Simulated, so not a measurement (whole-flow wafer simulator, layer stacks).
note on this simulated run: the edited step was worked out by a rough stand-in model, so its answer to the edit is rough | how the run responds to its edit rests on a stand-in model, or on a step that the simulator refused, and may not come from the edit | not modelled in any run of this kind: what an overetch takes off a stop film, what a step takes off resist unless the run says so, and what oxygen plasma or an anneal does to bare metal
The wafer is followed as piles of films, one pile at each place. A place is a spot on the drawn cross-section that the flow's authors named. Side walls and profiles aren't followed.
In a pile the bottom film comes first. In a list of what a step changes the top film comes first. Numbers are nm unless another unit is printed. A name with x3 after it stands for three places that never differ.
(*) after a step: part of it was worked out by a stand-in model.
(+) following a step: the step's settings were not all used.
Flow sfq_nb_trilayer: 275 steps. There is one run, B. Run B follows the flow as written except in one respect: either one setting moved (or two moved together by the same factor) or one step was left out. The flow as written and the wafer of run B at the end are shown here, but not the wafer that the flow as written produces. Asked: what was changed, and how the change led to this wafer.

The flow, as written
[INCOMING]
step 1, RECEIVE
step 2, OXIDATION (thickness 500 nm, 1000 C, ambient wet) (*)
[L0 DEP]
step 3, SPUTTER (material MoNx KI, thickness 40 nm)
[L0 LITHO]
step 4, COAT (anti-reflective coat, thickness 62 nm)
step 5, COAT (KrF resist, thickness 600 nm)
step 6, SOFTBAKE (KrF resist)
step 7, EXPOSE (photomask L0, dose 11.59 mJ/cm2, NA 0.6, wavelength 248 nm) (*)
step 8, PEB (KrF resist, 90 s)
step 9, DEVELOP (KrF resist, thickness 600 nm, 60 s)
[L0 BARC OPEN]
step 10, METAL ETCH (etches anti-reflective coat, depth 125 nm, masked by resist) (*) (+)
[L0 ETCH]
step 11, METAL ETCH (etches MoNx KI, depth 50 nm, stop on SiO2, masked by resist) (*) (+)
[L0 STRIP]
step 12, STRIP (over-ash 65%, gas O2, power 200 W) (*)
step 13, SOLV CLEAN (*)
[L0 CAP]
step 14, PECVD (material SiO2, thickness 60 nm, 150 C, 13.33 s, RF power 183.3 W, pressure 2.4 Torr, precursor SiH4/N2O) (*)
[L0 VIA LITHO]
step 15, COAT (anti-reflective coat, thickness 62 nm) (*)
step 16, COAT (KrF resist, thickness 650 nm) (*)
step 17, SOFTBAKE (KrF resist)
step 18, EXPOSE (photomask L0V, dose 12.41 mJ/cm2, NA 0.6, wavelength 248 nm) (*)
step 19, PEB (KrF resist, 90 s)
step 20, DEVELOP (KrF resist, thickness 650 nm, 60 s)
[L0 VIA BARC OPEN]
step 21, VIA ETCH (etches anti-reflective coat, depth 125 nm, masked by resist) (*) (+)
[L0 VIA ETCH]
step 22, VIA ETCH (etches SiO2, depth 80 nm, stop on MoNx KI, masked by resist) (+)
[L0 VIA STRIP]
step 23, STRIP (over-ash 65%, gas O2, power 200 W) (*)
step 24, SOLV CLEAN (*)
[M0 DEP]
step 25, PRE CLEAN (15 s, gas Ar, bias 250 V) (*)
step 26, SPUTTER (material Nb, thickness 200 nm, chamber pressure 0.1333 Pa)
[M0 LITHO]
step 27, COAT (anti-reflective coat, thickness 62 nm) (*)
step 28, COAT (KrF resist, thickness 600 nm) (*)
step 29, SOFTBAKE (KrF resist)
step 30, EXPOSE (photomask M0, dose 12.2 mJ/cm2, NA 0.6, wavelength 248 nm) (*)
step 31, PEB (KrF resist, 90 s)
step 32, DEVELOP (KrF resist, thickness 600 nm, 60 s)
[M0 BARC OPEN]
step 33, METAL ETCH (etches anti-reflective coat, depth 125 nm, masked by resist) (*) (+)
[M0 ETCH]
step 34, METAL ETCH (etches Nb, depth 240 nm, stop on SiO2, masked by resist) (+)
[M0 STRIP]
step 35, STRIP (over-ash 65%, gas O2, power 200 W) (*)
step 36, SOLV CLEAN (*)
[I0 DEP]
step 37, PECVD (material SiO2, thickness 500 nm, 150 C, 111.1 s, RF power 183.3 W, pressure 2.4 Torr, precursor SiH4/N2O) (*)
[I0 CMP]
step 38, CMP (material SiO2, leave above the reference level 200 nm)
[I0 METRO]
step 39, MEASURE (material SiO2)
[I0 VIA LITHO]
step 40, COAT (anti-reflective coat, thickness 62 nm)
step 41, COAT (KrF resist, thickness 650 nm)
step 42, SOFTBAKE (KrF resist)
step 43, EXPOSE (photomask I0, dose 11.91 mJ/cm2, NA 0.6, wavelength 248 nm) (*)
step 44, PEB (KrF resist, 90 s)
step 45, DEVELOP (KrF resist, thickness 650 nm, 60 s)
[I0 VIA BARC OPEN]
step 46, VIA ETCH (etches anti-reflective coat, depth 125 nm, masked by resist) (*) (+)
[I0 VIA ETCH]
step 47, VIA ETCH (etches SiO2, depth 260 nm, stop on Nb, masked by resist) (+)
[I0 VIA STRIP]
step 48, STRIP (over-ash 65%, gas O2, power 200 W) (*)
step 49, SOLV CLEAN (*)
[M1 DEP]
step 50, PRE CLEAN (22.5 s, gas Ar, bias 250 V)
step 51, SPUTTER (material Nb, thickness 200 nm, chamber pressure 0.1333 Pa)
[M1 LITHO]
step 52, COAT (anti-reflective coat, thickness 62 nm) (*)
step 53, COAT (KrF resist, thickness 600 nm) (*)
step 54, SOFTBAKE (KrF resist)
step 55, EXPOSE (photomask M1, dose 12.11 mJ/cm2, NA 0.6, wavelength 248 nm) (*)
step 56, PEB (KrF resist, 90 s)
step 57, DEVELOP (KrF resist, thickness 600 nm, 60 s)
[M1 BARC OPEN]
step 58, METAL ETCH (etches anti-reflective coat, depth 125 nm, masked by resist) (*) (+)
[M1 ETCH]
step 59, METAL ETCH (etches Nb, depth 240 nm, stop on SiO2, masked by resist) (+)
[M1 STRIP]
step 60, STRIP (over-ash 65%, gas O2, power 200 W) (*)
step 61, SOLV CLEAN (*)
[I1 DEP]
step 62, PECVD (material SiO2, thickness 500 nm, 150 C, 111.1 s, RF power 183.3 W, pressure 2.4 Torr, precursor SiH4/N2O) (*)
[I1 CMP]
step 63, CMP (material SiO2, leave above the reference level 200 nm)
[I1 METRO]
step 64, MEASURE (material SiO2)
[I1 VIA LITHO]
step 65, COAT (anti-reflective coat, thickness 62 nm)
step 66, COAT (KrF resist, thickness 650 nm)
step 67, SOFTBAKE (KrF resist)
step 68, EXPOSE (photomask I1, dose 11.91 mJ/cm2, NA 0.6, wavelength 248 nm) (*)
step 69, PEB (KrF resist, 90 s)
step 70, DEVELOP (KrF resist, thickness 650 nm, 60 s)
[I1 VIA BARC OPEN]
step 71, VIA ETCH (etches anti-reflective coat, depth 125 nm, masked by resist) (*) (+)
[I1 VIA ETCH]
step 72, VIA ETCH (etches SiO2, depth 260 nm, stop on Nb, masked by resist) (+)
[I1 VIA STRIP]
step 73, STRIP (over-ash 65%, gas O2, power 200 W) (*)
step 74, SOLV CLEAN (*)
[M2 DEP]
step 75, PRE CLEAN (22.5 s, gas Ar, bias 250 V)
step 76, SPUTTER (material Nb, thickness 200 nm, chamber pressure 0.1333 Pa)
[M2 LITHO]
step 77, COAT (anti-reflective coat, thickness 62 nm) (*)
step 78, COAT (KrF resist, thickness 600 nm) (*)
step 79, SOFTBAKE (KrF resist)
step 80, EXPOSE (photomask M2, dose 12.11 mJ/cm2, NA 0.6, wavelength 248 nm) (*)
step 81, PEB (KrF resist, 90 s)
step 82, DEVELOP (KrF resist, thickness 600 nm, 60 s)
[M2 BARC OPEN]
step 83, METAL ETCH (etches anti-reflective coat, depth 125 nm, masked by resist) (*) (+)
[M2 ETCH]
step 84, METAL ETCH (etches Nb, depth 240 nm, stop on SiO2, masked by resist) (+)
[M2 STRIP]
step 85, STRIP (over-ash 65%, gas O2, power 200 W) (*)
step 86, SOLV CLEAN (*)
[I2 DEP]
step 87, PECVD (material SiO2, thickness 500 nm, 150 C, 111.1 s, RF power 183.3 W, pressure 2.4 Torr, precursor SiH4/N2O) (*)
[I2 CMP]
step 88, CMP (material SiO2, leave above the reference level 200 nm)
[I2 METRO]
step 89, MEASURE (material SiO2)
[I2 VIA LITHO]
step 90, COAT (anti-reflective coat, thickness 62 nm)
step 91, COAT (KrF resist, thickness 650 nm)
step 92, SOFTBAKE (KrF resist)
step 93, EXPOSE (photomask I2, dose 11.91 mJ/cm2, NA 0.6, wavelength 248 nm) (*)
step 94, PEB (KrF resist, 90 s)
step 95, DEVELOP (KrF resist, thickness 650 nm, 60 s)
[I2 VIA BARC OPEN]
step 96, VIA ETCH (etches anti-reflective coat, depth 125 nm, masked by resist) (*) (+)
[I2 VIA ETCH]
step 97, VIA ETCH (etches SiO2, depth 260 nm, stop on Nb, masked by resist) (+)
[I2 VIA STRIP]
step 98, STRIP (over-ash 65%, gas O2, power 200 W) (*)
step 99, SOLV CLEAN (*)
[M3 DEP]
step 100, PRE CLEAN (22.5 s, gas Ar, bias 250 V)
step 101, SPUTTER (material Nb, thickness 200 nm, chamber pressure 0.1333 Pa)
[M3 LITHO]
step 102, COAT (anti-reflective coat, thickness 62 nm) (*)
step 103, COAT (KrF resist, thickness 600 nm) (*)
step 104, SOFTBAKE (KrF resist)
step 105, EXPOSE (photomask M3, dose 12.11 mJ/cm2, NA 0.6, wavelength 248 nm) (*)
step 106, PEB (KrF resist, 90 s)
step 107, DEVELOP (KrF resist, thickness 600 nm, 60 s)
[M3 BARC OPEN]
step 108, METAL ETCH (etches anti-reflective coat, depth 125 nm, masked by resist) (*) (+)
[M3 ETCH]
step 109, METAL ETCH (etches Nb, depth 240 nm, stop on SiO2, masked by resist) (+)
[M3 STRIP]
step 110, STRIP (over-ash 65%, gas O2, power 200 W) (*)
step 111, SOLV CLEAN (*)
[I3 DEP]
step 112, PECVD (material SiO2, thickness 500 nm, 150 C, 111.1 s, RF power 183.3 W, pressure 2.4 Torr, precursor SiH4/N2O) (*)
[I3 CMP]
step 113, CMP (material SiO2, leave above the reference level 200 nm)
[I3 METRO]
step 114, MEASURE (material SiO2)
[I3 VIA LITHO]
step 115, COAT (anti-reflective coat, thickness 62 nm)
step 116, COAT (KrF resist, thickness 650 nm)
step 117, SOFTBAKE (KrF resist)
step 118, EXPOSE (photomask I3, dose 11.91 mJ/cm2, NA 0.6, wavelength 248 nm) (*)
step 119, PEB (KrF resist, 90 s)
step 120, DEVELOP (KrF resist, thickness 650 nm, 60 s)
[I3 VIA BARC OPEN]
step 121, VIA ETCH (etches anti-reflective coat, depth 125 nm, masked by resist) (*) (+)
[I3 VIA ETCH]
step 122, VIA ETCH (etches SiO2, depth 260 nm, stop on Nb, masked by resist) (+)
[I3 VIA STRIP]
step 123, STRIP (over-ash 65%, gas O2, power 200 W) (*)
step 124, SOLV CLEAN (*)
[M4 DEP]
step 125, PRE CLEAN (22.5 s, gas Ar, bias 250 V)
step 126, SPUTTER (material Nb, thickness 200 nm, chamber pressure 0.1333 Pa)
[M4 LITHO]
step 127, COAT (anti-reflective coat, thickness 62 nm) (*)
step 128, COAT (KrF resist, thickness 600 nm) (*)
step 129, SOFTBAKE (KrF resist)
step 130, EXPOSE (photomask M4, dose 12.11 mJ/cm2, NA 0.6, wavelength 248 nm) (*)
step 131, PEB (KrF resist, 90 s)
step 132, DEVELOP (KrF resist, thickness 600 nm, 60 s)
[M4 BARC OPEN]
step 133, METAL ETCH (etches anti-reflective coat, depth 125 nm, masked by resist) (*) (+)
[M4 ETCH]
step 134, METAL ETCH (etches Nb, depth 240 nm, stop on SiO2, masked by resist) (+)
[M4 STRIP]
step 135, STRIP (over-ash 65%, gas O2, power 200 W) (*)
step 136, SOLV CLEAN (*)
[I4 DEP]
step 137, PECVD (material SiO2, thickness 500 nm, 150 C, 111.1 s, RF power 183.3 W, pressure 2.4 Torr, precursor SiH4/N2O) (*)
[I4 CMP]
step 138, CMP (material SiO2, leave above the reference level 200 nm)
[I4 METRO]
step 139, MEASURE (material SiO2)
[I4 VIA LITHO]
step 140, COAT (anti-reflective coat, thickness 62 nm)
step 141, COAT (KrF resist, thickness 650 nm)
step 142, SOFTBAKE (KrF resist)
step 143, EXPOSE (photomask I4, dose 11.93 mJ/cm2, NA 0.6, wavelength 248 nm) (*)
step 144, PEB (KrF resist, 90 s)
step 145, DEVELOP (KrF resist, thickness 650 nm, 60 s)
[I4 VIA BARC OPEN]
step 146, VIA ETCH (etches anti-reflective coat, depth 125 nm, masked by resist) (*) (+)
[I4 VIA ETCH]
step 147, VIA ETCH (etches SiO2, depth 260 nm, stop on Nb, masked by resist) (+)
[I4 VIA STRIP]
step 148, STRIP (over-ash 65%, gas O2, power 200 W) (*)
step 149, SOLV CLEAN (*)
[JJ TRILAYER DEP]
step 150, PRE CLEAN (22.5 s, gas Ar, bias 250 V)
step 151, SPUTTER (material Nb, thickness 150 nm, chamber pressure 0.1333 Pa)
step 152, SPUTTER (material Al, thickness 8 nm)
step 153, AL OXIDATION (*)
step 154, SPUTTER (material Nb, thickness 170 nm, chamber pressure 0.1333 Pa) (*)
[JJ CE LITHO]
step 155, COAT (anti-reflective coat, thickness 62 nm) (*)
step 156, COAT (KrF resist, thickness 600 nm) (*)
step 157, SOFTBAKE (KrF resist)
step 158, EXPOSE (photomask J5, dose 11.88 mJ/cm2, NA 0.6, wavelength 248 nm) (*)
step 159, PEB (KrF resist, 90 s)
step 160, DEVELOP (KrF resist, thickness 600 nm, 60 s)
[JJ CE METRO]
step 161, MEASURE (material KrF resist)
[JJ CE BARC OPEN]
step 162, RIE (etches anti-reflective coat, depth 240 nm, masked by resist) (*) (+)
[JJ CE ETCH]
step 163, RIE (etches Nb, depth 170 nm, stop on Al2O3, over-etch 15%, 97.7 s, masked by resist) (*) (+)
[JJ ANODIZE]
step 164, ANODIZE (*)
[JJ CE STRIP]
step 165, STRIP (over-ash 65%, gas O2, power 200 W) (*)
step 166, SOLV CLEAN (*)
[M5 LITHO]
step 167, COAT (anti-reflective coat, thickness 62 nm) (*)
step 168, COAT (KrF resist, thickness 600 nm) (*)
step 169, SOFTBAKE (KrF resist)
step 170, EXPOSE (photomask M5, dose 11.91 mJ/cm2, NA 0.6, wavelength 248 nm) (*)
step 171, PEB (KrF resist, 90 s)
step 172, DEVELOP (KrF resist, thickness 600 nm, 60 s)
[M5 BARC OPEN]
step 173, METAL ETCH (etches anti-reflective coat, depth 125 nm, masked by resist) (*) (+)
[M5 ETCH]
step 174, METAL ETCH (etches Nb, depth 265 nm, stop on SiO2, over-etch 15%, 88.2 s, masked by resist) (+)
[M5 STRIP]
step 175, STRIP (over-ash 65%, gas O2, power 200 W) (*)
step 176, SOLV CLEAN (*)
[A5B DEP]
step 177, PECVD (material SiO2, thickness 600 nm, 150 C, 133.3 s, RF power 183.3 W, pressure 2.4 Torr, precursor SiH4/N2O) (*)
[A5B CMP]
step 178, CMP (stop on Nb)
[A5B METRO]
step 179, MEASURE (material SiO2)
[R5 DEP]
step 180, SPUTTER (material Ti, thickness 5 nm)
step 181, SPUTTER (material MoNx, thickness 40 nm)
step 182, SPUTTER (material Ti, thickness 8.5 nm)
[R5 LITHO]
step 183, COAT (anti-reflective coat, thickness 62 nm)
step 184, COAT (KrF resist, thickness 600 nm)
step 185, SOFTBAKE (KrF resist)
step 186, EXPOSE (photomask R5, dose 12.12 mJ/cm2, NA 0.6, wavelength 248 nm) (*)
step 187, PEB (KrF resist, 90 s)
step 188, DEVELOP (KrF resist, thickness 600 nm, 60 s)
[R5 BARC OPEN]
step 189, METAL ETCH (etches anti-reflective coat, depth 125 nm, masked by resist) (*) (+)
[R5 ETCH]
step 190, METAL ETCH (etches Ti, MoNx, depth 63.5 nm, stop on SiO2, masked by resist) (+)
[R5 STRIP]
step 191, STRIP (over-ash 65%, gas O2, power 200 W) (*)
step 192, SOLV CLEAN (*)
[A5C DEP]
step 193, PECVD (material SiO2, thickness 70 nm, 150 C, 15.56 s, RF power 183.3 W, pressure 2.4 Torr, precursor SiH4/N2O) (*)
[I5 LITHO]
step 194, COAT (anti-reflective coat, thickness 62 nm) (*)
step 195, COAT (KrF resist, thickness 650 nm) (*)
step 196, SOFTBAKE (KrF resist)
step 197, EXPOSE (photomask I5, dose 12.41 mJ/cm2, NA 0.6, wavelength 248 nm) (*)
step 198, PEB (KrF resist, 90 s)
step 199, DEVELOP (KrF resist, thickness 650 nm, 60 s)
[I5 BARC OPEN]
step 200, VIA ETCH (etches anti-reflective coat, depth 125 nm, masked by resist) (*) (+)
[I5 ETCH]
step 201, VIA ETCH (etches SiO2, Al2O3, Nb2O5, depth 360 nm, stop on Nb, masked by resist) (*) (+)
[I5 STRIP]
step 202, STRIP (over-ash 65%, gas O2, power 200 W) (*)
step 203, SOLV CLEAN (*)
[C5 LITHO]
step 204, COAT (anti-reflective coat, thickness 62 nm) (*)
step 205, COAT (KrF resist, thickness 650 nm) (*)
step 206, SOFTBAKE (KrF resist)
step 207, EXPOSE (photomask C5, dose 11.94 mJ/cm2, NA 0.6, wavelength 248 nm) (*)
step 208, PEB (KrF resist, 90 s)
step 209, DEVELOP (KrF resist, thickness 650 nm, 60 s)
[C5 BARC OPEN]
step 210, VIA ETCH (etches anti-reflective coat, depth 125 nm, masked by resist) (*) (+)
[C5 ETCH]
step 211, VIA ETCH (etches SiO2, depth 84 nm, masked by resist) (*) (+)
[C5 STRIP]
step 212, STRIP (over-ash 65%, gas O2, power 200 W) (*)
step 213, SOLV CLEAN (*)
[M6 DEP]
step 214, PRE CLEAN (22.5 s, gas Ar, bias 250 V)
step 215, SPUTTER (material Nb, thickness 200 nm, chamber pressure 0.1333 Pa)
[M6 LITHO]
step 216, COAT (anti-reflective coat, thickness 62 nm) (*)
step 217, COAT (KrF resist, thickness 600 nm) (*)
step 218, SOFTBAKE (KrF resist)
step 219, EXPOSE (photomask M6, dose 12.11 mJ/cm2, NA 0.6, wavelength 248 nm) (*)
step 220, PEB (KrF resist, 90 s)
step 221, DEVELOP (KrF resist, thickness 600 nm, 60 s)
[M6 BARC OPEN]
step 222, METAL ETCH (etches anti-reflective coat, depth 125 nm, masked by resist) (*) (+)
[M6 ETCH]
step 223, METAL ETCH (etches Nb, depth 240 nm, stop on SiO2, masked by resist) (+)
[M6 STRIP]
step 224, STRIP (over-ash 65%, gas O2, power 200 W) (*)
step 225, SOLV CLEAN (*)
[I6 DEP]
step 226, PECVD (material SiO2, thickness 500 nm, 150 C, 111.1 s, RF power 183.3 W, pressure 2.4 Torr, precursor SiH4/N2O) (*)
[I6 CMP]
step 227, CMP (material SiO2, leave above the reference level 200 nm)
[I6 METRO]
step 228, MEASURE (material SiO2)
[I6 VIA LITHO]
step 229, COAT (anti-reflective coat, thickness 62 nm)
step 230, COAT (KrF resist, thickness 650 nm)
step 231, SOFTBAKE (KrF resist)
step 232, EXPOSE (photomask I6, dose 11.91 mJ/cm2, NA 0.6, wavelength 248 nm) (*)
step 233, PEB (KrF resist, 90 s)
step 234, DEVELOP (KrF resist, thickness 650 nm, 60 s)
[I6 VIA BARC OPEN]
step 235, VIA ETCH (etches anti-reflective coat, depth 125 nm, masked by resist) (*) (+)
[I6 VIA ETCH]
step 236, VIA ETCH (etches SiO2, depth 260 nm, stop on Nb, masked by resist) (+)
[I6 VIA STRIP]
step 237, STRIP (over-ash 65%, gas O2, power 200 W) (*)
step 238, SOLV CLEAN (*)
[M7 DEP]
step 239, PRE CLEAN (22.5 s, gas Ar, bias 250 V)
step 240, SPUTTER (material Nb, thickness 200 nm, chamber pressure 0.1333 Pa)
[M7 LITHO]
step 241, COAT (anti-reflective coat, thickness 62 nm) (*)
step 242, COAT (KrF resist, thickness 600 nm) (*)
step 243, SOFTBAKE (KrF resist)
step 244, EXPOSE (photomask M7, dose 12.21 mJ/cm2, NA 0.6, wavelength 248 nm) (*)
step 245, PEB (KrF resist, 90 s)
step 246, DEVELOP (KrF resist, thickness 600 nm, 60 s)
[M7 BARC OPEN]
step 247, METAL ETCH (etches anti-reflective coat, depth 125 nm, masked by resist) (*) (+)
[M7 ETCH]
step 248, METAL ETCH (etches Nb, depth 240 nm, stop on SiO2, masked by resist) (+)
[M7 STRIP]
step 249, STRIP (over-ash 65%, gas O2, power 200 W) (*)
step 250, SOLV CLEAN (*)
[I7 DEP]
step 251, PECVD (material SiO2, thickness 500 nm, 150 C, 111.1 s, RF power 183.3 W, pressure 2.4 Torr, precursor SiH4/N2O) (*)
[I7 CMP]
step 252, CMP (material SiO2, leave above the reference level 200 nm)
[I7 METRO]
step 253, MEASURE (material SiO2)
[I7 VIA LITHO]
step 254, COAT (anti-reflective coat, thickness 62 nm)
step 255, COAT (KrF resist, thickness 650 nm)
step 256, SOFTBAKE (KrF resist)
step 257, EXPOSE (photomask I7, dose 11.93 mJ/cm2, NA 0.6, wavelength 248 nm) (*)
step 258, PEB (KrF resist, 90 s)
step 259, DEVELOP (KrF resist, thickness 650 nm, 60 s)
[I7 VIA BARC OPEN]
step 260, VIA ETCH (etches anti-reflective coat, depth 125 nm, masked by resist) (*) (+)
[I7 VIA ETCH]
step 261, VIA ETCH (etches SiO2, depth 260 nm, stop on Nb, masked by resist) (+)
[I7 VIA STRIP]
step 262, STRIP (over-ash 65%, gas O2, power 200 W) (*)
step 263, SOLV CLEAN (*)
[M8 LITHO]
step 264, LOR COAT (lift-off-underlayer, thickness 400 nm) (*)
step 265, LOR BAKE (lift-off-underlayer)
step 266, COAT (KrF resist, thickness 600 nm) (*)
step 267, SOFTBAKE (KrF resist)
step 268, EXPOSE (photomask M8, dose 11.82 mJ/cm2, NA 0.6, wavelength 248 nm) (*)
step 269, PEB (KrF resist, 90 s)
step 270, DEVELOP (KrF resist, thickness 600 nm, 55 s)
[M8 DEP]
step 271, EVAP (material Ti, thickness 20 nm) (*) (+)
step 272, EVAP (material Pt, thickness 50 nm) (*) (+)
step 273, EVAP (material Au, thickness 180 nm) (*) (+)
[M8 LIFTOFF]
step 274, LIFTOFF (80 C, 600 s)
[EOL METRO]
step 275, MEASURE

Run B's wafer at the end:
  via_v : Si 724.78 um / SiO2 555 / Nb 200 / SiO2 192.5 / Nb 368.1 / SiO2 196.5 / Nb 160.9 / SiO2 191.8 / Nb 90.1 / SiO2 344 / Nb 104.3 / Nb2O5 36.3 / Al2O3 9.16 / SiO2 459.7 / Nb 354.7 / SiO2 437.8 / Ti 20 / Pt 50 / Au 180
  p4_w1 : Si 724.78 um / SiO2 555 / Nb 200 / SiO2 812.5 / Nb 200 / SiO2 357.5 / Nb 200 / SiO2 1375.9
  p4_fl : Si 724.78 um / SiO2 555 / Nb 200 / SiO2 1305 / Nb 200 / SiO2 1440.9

Cause: step 87, PECVD: thickness 235 nm was run, though the flow has thickness 500 nm; step 87, PECVD: 52.22 s was run, where the flow has 111.1 s.

The path from the change to this, step by step:
  step 87, PECVD (material SiO2, thickness 500 nm, 150 C, 111.1 s, RF power 183.3 W, pressure 2.4 Torr, precursor SiH4/N2O) (*)
      field_l, be, be_sur and 81 more: SiO2 gains 235 (it would be, as written: SiO2 gains 500)
      v_sur, via_wl, via_w and 18 more: SiO2 gains 235 (new film) (it would be, as written: SiO2 gains 500 (new film))
      (and at 1 other place as well)
  step 88, CMP (material SiO2, leave above the reference level 200 nm)
      field_l, be, be_sur and 81 more: nothing (it would be, as written: SiO2 loses 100)
      via_v: nothing (it would be, as written: SiO2 loses 181.6)
      (and at 21 other places as well)
  step 90, COAT (anti-reflective coat, thickness 62 nm)
      p3_s1, p3_l3, p3_s3, p3_l4, p3_s4, p3_l5: anti-reflective coat gains 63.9 (new film) (it would be, as written: anti-reflective coat gains 62 (new film))
      m0r_space_l, m0r_space_r, m6r_space_l, m6r_space_r, m7r_space_l, m7r_space_r: anti-reflective coat gains 81.1 (new film) (it would be, as written: anti-reflective coat gains 62 (new film))
      (and at 68 other places as well)
  step 91, COAT (KrF resist, thickness 650 nm)
      m0r_line_l, m0r_line_r, m6r_line_l, m6r_line_r, m7r_line_l, m7r_line_r: KrF resist gains 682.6 (new film) (it would be, as written: KrF resist gains 650 (new film))
      m0r_space_l, m0r_space_r, m6r_space_l, m6r_space_r, m7r_space_l, m7r_space_r: KrF resist gains 671.3 (new film) (it would be, as written: KrF resist gains 650 (new film))
      (and at 55 other places as well)
  step 95, DEVELOP (KrF resist, thickness 650 nm, 60 s)
      via_w: KrF resist loses 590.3 (all of it) (it would be, as written: KrF resist loses 648.6 (all of it))
  step 96, VIA ETCH (etches anti-reflective coat, depth 125 nm, masked by resist) (*) (+)
      field_l, v_sur, via_wl and 102 more: KrF resist loses 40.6 (it would be, as written: KrF resist loses 51.7)
      via_w: anti-reflective coat loses 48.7 (all of it), SiO2 loses 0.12 (it would be, as written: anti-reflective coat loses 62 (all of it), SiO2 loses 0.16)
  step 98, STRIP (over-ash 65%, gas O2, power 200 W) (*)
      m0r_line_l, m0r_line_r, m6r_line_l, m6r_line_r, m7r_line_l, m7r_line_r: KrF resist loses 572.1 (all of it), anti-reflective coat loses 61.8 (all of it) (it would be, as written: KrF resist loses 528.6 (all of it), anti-reflective coat loses 62 (all of it))
      m0r_space_l, m0r_space_r, m6r_space_l, m6r_space_r, m7r_space_l, m7r_space_r: KrF resist loses 560.9 (all of it), anti-reflective coat loses 81.1 (all of it) (it would be, as written: KrF resist loses 528.6 (all of it), anti-reflective coat loses 62 (all of it))
      (and at 93 other places as well)
  step 101, SPUTTER (material Nb, thickness 200 nm, chamber pressure 0.1333 Pa)
      via_v: Nb gains 160.9 (new film) (it would be, as written: Nb gains 200 (new film))
  step 102, COAT (anti-reflective coat, thickness 62 nm) (*)
      p3_s1, p3_l3, p3_s3, p3_l4, p3_s4, p3_l5: anti-reflective coat gains 63.8 (new film) (it would be, as written: anti-reflective coat gains 62 (new film))
      jj_sur, ce_r, sp_r: anti-reflective coat gains 63.3 (new film) (it would be, as written: anti-reflective coat gains 61.7 (new film))
      (and at 70 other places as well)
  step 103, COAT (KrF resist, thickness 600 nm) (*)
      m0r_line_l, m6r_line_l, m7r_line_l: KrF resist gains 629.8 (new film) (it would be, as written: KrF resist gains 600 (new film))
      m0r_space_l, m6r_space_l, m7r_space_l: KrF resist gains 622.1 (new film) (it would be, as written: KrF resist gains 600 (new film))
      (and at 60 other places as well)
  step 107, DEVELOP (KrF resist, thickness 600 nm, 60 s)
      m0r_line_l, m6r_line_l, m7r_line_l: KrF resist loses 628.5 (all of it) (it would be, as written: KrF resist loses 598.7 (all of it))
      m0r_space_l, m6r_space_l, m7r_space_l: KrF resist loses 620.8 (all of it) (it would be, as written: KrF resist loses 598.7 (all of it))
      (and at 38 other places as well)
  step 108, METAL ETCH (etches anti-reflective coat, depth 125 nm, masked by resist) (*) (+)
      m5r_linepad_l, m5r_linepad_r, r5r_spacepad_l, r5r_spacepad_r, m8r_pad_l, m8r_pad_r: anti-reflective coat loses 125 (it would be, as written: anti-reflective coat loses 62 (all of it))
      v_sur, via_wl, via_w and 28 more: KrF resist loses 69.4 (it would be, as written: KrF resist loses 51.7)
      (and at 46 other places as well)
  step 109, METAL ETCH (etches Nb, depth 240 nm, stop on SiO2, masked by resist) (+)
      m5r_linepad_l, m5r_linepad_r: anti-reflective coat loses 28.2 (all of it), Nb loses 200 (all of it) (it would be, as written: Nb loses 200 (all of it))
      r5r_spacepad_l, r5r_spacepad_r: anti-reflective coat loses 28.5 (all of it), Nb loses 200 (all of it) (it would be, as written: Nb loses 200 (all of it))
      (and at 2 other places as well)
  step 110, STRIP (over-ash 65%, gas O2, power 200 W) (*)
      p3_l3, p3_l5: KrF resist loses 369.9 (all of it), anti-reflective coat loses 63.8 (all of it) (it would be, as written: KrF resist loses 382.4 (all of it), anti-reflective coat loses 62 (all of it))
      v_sur: KrF resist loses 278.3 (all of it), anti-reflective coat loses 39.4 (all of it) (it would be, as written: KrF resist loses 365.3 (all of it), anti-reflective coat loses 61.1 (all of it))
      (and at 27 other places as well)
  step 112, PECVD (material SiO2, thickness 500 nm, 150 C, 111.1 s, RF power 183.3 W, pressure 2.4 Torr, precursor SiH4/N2O) (*)
      via_v: SiO2 gains 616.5 (new film) (it would be, as written: SiO2 gains 500 (new film))
  step 113, CMP (material SiO2, leave above the reference level 200 nm)
      field_l, be, be_sur and 64 more: nothing (it would be, as written: SiO2 loses 100)
      p4_g1, p4_g2, p3_s0, p3_s1, p3_s2, p3_s3, p3_s4, p3_s5: nothing (it would be, as written: SiO2 loses 157.1)
      (and at 10 other places as well)
  ... 32 other steps ...
  step 178, CMP (stop on Nb)
      via_v: SiO2 loses 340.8 (it would be, as written: SiO2 loses 453.5)
Taking metal films that touch as one body, via_v has 7 bodies (between them, from the top down: SiO2 437.8; SiO2 459.7 / Al2O3 9.16 / Nb2O5 36.3; SiO2 344; SiO2 191.8; SiO2 196.5; SiO2 192.5); the flow as written gives 6 bodies (between them, from the top down: SiO2 437.8; SiO2 209 / Al2O3 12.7 / Nb2O5 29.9; SiO2 425.9; SiO2 416.9; SiO2 192.5).
